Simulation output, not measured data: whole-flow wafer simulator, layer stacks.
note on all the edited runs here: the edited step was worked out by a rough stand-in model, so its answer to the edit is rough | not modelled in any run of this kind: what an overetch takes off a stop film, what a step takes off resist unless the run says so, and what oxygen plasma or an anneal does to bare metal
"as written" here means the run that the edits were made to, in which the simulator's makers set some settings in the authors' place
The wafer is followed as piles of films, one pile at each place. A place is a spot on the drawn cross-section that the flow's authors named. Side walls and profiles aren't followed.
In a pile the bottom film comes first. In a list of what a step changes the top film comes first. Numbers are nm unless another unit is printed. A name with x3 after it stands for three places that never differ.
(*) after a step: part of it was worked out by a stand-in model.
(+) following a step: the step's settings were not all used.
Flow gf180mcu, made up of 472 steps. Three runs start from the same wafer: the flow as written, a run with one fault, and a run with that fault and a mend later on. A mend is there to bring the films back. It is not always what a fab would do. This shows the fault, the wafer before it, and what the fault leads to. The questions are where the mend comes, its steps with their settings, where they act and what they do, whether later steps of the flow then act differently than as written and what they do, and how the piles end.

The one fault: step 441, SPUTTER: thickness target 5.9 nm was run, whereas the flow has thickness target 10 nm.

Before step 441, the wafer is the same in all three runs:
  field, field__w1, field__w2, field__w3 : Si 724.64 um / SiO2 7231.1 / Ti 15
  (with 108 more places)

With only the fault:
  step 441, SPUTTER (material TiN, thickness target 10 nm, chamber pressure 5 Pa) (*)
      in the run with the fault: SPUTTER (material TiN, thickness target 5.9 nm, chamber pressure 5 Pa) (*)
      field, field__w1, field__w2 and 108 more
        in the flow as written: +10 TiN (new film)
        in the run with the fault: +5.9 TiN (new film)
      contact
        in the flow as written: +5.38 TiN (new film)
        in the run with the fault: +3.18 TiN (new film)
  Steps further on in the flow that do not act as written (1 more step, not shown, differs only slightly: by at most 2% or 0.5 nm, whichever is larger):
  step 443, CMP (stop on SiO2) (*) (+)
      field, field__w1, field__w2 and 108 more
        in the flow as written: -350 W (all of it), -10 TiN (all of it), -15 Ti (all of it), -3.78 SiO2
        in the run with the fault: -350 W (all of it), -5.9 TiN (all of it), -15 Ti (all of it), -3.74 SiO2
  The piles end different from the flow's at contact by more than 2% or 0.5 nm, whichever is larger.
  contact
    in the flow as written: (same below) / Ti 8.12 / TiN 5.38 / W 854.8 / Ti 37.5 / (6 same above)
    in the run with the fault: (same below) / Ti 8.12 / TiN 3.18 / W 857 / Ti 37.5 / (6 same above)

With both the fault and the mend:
  The mend follows step 441.
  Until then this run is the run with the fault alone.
  step 441a, SPUTTER (material TiN, thickness target 4.1 nm, chamber pressure 5 Pa) (*) (the flow's step 441, run once more with other settings)
      field, field__w1, field__w2 and 108 more
        +4.1 TiN
      contact
        +2.2 TiN
  Later steps of the flow that are run all act as written at every place that is followed.
  At every place that both follow, the piles at the end match the flow's.
